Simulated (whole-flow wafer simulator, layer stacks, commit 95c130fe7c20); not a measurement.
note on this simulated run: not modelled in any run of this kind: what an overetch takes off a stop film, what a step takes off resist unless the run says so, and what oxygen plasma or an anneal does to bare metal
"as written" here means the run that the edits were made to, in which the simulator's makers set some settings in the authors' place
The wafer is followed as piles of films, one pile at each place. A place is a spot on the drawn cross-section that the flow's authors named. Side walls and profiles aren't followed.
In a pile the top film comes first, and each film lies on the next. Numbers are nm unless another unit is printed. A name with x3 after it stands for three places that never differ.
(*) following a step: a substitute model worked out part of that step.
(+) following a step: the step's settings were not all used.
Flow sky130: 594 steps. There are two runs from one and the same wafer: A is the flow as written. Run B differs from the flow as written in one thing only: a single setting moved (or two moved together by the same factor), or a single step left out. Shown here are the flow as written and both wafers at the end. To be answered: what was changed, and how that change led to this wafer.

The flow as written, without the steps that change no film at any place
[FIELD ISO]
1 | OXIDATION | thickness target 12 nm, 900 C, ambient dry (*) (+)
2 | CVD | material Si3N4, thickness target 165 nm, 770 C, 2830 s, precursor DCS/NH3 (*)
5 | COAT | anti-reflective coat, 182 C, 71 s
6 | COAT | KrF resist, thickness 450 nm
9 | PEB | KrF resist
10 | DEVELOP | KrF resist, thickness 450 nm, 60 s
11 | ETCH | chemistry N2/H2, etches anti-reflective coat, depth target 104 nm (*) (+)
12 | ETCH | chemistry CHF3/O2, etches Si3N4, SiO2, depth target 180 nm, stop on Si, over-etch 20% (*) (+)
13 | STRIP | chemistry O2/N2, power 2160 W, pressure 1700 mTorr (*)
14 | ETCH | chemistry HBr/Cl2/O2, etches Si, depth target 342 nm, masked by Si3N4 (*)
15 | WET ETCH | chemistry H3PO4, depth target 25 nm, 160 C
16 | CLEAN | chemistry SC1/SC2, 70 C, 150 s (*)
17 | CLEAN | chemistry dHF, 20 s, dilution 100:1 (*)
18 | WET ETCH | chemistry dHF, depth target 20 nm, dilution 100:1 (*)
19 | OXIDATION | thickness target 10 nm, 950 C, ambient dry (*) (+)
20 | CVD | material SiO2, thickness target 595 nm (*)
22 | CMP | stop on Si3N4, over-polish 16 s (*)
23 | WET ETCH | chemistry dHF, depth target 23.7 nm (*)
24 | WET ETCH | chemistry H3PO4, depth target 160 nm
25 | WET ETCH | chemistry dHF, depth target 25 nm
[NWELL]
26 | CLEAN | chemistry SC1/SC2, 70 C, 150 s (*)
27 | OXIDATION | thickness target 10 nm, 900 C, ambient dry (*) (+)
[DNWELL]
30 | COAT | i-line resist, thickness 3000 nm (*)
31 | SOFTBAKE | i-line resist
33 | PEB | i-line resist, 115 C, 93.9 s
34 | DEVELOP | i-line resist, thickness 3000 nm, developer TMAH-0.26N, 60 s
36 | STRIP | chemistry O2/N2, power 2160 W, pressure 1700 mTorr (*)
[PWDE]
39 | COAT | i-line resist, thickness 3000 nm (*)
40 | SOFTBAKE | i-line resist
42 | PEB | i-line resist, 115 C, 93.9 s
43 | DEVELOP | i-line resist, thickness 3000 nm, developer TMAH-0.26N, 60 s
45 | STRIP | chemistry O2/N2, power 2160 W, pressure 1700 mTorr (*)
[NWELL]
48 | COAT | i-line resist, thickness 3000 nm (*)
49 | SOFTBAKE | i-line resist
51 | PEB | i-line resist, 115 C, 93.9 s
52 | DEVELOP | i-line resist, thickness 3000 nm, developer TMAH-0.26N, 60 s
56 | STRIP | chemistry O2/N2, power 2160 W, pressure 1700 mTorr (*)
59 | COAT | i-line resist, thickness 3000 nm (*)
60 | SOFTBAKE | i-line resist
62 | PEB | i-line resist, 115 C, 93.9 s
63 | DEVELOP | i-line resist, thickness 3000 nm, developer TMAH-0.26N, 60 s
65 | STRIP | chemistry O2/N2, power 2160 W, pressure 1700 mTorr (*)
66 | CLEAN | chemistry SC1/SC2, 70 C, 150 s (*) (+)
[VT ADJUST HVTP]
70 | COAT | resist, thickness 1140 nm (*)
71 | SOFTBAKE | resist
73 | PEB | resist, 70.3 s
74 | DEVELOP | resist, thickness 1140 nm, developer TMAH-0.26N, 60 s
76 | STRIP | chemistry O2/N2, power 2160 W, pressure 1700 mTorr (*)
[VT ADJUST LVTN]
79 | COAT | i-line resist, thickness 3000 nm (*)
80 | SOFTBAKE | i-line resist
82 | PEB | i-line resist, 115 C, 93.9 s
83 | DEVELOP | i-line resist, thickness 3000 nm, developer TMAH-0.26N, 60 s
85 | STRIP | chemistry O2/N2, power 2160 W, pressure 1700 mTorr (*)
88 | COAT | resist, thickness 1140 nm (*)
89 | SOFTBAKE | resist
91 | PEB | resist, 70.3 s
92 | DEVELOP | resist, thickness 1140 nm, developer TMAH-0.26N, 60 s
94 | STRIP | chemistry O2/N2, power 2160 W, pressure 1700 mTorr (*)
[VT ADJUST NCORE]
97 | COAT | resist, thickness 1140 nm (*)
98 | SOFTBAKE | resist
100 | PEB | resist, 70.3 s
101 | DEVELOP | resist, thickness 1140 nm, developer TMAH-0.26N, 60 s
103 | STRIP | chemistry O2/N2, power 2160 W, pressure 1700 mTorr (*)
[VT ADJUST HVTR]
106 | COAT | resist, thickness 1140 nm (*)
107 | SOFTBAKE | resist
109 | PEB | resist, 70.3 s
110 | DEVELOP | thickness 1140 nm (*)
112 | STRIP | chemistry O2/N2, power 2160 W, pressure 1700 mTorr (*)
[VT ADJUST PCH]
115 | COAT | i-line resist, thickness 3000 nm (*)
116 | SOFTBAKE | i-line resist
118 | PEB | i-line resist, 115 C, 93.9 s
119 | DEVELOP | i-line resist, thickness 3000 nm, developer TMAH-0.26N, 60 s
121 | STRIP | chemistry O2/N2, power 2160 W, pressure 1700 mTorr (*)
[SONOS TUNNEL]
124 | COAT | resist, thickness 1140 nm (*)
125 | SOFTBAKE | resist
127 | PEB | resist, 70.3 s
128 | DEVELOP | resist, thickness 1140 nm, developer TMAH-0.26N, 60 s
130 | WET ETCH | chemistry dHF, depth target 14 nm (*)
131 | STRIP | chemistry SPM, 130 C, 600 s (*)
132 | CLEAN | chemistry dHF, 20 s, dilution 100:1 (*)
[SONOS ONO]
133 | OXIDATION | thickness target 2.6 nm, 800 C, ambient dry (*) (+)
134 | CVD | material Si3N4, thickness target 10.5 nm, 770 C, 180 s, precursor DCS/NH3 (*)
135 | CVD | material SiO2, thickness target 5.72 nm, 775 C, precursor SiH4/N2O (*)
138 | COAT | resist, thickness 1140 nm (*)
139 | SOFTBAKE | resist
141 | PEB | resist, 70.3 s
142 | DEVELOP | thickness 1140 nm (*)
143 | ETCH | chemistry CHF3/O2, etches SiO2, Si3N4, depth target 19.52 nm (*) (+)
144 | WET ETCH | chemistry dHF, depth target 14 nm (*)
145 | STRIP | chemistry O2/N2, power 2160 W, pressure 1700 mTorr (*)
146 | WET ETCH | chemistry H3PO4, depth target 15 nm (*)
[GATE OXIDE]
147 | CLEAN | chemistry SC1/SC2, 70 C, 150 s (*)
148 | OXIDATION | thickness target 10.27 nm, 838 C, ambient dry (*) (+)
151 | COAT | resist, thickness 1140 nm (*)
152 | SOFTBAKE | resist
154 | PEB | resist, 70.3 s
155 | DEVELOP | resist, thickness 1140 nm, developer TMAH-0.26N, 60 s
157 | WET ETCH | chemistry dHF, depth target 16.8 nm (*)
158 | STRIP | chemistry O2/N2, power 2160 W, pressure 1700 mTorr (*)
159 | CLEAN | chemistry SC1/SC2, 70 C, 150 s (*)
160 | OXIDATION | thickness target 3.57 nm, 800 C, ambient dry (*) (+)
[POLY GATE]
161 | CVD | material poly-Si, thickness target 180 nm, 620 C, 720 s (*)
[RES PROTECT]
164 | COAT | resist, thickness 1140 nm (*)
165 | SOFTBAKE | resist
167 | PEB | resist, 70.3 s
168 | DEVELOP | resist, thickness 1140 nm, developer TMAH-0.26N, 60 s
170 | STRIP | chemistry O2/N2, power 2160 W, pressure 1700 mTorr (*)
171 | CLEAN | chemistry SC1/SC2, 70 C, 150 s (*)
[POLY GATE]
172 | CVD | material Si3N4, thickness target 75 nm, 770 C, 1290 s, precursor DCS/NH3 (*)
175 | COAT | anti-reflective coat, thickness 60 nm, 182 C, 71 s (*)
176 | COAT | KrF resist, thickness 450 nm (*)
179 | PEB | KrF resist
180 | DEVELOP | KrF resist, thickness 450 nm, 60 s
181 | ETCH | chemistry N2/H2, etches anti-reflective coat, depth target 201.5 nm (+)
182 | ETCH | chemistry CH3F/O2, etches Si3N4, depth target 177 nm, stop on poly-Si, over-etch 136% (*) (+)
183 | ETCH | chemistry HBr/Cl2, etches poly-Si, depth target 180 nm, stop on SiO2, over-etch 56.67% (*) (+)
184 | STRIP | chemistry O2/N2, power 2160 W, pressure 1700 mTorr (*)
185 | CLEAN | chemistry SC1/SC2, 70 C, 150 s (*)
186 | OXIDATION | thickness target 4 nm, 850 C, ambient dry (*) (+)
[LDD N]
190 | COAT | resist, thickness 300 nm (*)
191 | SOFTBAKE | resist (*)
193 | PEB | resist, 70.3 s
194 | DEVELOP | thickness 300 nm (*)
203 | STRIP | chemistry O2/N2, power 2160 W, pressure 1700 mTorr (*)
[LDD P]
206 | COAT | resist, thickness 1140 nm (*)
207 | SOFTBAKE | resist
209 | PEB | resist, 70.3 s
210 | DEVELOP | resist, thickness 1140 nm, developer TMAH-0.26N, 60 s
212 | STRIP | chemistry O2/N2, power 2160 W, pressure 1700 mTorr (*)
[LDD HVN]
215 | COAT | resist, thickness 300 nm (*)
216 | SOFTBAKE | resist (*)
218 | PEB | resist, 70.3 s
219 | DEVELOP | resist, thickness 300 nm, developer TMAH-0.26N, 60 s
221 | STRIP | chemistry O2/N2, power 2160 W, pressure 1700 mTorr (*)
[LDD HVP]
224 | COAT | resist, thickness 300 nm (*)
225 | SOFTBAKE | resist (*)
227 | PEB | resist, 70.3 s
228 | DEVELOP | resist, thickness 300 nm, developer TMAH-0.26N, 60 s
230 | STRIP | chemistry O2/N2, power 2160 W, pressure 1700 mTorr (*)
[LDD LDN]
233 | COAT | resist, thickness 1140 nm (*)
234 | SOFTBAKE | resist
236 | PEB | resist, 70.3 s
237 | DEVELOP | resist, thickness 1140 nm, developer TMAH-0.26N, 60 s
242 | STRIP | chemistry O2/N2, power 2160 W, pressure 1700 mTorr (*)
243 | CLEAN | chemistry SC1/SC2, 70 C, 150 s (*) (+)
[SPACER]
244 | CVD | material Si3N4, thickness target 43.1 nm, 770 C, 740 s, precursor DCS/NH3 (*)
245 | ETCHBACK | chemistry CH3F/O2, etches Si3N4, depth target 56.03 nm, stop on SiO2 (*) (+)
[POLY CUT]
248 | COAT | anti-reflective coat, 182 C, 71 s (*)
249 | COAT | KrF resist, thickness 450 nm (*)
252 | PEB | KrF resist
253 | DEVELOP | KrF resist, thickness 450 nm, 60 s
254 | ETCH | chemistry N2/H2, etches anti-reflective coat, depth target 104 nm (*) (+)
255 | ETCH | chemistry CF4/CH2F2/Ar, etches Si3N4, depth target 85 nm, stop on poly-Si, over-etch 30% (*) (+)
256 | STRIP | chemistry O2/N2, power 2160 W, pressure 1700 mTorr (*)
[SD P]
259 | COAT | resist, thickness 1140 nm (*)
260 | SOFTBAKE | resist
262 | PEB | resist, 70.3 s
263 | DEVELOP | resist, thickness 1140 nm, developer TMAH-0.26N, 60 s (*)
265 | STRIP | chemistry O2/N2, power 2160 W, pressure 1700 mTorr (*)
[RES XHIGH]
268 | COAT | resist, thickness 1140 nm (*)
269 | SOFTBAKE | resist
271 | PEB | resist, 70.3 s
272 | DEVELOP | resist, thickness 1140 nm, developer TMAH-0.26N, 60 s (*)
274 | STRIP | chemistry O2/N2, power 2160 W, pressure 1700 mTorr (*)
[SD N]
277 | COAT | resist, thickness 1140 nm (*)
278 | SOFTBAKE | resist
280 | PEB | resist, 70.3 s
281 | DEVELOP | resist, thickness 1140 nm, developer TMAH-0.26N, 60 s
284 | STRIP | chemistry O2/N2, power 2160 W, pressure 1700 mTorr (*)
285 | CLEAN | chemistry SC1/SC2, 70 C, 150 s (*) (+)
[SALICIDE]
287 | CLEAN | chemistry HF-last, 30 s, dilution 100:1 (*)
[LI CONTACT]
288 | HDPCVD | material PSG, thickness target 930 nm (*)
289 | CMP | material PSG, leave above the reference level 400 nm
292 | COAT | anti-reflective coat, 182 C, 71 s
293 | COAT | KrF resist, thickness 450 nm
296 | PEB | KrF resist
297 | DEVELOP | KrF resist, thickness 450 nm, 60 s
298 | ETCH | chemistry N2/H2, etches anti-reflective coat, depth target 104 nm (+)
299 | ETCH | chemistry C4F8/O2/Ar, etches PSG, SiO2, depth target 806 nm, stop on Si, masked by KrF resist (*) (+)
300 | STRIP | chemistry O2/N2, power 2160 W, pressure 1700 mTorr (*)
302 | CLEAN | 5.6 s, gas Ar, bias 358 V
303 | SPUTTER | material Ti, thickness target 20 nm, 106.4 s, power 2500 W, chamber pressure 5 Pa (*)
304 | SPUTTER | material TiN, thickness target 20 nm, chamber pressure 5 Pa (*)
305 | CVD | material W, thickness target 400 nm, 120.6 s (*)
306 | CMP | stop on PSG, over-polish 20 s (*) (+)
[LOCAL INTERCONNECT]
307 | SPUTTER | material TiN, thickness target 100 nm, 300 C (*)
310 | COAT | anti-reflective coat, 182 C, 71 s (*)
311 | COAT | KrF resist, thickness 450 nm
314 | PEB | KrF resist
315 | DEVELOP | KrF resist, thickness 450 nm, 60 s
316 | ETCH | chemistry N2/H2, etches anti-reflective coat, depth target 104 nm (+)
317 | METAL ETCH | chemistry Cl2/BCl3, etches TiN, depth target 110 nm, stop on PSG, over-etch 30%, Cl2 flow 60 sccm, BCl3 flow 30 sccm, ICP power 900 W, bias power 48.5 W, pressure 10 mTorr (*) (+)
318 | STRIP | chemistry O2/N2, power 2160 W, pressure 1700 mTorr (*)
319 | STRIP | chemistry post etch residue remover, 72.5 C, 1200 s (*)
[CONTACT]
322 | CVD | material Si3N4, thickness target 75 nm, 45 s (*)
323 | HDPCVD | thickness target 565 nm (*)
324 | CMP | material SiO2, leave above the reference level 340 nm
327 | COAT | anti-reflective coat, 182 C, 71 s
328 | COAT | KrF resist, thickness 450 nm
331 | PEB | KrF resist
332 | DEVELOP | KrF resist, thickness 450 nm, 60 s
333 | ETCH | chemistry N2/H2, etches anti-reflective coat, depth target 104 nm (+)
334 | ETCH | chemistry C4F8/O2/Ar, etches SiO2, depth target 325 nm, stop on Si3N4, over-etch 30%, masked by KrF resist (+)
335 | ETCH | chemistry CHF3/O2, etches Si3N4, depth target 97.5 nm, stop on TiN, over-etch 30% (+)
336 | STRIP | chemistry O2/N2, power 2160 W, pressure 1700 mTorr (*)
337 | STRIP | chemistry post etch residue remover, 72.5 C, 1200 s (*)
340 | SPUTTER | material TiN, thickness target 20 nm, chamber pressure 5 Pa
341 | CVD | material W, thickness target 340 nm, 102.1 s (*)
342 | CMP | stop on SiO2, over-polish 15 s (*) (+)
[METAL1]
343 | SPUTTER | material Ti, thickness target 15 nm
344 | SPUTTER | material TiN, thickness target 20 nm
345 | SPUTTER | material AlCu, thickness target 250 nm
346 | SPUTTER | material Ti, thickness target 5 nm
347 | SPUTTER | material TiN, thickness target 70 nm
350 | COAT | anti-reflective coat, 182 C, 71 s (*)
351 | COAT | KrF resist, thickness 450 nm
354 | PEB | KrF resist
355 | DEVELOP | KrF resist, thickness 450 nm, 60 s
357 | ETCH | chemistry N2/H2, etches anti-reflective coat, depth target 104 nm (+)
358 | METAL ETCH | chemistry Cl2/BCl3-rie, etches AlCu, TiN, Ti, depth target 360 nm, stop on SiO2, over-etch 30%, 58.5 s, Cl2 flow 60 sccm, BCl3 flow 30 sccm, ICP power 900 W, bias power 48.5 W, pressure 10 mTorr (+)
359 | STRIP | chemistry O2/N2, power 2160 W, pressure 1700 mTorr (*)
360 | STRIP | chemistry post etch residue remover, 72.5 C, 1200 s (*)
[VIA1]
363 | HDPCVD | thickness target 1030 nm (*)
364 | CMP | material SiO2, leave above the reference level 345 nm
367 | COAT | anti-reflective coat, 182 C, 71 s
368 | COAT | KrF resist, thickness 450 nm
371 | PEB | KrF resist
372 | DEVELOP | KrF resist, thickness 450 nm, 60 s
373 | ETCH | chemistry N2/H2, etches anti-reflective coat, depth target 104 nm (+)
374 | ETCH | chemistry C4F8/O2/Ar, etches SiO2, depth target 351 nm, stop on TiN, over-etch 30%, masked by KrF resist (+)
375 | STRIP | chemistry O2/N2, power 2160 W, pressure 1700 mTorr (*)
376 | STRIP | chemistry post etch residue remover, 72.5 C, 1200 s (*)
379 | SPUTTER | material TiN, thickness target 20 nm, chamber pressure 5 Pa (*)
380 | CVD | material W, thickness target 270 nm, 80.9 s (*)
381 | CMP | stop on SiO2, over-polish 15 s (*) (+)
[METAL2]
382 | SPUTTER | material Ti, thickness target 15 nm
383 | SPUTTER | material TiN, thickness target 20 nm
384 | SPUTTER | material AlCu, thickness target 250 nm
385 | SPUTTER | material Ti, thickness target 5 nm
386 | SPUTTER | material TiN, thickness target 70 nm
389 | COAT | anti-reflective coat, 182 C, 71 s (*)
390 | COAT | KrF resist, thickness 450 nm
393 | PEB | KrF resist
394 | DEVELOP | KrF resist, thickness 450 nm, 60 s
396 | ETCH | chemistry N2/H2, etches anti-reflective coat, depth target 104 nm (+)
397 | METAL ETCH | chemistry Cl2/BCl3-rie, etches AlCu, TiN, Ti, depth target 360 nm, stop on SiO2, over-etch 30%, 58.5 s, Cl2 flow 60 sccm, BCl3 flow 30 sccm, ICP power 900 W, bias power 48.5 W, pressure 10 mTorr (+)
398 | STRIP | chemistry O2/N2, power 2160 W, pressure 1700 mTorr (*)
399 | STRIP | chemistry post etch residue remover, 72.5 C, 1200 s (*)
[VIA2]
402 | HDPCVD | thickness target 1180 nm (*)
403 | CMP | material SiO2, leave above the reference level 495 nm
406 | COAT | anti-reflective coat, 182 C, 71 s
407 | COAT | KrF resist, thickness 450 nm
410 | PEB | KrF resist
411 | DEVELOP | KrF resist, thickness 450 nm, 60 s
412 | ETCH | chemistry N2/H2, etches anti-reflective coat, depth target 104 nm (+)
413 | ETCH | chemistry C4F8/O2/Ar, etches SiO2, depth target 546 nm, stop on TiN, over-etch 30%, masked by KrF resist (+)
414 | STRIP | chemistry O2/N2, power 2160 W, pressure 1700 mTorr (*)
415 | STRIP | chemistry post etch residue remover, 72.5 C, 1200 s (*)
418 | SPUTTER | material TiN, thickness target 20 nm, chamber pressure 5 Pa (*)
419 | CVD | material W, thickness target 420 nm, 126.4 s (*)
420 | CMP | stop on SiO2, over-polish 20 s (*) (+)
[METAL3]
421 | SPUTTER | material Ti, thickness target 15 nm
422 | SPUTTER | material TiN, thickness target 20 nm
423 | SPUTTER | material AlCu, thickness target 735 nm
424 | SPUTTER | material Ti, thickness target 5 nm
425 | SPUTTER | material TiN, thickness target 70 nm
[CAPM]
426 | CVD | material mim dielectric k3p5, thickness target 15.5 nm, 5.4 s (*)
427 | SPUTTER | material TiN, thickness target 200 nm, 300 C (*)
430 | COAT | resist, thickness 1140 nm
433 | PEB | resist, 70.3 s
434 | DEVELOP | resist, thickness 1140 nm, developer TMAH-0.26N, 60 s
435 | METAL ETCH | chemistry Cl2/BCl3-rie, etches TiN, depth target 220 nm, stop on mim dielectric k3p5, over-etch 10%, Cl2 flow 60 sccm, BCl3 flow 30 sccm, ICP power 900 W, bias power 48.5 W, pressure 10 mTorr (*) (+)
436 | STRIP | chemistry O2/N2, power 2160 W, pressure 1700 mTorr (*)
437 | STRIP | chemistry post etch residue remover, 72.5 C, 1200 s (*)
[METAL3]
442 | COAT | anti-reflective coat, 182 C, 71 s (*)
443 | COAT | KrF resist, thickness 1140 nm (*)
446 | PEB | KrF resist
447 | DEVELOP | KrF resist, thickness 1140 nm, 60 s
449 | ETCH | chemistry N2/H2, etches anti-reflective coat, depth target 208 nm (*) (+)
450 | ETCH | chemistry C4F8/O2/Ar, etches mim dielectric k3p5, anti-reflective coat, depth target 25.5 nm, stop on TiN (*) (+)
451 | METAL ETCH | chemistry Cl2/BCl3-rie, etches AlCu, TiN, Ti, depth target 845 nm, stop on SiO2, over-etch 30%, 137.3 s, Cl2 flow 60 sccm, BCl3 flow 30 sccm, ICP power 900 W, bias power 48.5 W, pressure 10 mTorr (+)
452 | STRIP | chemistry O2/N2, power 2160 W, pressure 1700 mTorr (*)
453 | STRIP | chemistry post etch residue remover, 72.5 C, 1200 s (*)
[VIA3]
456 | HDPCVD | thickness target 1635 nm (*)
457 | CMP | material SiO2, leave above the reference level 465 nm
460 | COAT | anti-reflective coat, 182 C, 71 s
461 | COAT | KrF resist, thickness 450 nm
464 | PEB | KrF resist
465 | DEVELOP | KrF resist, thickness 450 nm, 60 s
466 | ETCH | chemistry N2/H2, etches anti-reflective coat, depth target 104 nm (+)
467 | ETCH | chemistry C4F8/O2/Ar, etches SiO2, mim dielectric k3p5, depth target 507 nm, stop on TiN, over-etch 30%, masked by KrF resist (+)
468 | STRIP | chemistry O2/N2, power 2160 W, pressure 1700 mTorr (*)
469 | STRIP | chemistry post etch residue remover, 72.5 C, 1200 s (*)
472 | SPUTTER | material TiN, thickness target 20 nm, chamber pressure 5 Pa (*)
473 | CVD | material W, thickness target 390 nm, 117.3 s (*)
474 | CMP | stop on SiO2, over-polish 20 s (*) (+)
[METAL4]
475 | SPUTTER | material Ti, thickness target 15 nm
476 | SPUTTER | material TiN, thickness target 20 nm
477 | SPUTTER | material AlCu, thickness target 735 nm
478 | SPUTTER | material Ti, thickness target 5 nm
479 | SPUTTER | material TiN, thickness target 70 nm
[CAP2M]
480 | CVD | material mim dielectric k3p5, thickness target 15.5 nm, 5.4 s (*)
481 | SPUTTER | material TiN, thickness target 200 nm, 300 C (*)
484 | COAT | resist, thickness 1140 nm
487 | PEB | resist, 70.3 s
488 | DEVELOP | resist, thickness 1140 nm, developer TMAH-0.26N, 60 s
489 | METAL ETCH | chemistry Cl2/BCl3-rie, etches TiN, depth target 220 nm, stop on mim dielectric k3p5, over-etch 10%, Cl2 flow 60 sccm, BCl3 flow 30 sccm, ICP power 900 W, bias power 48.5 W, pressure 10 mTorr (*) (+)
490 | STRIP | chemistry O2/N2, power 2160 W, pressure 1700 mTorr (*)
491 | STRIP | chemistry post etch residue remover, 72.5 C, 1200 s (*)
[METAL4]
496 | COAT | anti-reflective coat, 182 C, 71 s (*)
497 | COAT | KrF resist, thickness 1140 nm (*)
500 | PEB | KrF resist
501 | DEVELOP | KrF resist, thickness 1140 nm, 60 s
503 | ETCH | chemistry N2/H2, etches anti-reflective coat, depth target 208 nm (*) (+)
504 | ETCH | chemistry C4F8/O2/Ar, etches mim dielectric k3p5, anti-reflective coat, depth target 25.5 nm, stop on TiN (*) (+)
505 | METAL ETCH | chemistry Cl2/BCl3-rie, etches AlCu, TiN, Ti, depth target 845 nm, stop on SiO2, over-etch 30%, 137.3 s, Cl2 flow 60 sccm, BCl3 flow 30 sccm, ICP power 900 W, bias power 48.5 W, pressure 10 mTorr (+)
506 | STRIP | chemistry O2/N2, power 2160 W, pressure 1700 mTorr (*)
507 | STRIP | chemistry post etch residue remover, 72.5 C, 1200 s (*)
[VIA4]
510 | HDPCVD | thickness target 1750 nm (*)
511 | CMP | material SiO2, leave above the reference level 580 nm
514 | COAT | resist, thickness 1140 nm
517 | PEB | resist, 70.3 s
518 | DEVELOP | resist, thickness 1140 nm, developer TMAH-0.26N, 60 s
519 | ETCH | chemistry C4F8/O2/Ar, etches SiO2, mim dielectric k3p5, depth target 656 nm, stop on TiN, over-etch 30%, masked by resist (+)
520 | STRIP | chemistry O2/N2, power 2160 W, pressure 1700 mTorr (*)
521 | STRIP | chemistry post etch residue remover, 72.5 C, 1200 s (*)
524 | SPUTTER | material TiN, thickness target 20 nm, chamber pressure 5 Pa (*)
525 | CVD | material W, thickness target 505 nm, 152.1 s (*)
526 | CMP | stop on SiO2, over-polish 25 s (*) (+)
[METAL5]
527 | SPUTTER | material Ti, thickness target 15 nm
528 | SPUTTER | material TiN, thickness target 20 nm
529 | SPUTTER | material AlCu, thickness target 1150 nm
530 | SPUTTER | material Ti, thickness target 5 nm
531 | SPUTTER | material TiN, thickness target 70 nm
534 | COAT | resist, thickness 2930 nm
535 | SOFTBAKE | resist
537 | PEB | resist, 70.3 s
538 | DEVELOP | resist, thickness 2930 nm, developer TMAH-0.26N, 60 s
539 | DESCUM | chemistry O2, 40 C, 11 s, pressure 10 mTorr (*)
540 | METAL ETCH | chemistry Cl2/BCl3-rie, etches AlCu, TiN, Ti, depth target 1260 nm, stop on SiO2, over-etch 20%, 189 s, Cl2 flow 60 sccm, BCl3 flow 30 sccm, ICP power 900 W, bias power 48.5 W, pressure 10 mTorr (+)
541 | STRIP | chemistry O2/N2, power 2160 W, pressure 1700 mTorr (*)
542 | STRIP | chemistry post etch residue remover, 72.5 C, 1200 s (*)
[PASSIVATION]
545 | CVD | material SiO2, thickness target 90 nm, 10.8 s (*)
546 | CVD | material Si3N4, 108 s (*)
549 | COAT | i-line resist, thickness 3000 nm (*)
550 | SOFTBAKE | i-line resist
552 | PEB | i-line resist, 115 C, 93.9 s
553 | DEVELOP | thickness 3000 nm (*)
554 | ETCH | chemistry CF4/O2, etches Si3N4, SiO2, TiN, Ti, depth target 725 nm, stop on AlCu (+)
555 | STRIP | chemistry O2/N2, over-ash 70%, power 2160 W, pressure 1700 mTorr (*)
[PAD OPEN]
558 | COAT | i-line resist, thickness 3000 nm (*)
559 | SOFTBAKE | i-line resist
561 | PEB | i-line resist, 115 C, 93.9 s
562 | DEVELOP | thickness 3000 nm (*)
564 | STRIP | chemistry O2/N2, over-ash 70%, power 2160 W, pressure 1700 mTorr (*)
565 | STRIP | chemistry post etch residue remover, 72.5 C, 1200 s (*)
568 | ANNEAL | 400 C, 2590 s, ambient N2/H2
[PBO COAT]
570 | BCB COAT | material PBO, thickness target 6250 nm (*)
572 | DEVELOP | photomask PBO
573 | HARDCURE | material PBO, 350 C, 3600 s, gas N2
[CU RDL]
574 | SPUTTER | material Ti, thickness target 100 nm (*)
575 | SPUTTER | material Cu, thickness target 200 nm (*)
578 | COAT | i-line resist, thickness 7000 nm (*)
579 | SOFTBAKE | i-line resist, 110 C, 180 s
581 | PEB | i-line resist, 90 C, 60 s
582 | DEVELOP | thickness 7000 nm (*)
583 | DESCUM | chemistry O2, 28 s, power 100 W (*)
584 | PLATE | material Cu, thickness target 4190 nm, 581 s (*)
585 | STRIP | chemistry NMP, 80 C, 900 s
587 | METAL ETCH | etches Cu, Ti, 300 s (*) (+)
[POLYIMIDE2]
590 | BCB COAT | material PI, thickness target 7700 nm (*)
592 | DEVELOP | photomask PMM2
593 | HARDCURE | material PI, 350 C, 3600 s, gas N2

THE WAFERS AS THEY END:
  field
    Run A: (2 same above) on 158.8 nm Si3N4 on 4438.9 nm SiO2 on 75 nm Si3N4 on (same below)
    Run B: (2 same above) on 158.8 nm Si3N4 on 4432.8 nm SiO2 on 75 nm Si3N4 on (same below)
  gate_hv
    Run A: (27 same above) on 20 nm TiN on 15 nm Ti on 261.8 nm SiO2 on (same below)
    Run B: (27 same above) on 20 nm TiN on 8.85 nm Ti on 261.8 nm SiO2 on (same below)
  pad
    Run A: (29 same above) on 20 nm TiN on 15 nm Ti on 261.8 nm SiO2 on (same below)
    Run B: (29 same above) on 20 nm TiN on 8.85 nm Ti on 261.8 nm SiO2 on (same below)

What caused this: step 343, SPUTTER: thickness target 8.85 nm was run, while the flow as written has thickness target 15 nm.
The wafer lets one read it off: gate_hv has Ti 8.85, and step 343 as written asks for 15 nm.

How this came from the change, step by step:
  343 | SPUTTER | material Ti, thickness target 15 nm
      field, active, n_well and 188 more: A Ti gains 15 (new film) | B Ti gains 8.85 (new film)
  358 | METAL ETCH | chemistry Cl2/BCl3-rie, etches AlCu, TiN, Ti, depth target 360 nm, stop on SiO2, over-etch 30%, 58.5 s, Cl2 flow 60 sccm, BCl3 flow 30 sccm, ICP power 900 W, bias power 48.5 W, pressure 10 mTorr (+)
      field, active, gate and 81 more: A TiN loses 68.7 (all of it), Ti loses 5 (all of it), AlCu loses 250 (all of it), TiN loses 20 (all of it), Ti loses 15 (all of it), SiO2 loses 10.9 | B TiN loses 68.7 (all of it), Ti loses 5 (all of it), AlCu loses 250 (all of it), TiN loses 20 (all of it), Ti loses 8.85 (all of it), SiO2 loses 11.5
